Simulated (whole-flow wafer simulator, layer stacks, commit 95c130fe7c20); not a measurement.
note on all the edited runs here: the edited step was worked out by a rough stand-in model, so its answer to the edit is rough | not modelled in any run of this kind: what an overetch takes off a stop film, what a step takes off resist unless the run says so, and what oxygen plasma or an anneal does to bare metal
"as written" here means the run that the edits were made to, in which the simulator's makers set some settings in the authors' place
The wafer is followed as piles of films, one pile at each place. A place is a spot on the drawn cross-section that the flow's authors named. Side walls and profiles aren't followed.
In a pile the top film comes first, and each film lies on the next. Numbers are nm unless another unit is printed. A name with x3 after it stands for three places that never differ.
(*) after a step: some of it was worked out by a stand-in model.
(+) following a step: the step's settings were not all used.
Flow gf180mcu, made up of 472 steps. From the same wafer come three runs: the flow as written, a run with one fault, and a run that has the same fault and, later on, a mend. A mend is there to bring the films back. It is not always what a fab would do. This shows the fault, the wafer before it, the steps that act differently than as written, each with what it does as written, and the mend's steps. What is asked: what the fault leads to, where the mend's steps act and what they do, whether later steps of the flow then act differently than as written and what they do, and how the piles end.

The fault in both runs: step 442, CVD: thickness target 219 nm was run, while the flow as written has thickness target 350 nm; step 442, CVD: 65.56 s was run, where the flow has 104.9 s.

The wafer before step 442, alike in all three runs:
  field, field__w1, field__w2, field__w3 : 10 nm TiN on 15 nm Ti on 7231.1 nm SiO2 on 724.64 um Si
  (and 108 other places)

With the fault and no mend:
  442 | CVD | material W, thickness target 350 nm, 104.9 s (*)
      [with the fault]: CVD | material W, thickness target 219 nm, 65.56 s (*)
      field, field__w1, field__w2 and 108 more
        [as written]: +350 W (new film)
        [with the fault]: +219.9 W (new film)
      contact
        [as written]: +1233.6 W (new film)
        [with the fault]: +1103.5 W (new film)
  Steps further on in the flow that do not act as written:
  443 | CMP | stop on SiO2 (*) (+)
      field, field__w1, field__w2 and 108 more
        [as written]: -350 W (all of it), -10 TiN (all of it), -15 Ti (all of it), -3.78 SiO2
        [with the fault]: -219.9 W (all of it), -10 TiN (all of it), -15 Ti (all of it), -2.47 SiO2
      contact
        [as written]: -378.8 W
        [with the fault]: -247.3 W
  The piles end only slightly different from the flow's at the places that both follow, by no more than 2% or 0.5 nm, whichever is larger.

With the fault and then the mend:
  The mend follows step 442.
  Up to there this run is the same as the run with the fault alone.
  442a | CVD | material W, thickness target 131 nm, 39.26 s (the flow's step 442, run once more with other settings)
      field, field__w1, field__w2 and 109 more
        +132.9 W
  Later steps of the flow that are run all act as written at every place that is followed, up to a difference of at most 2% or 0.5 nm, whichever is larger.
  The piles end only slightly different from the flow's at the places that both follow, by no more than 2% or 0.5 nm, whichever is larger.
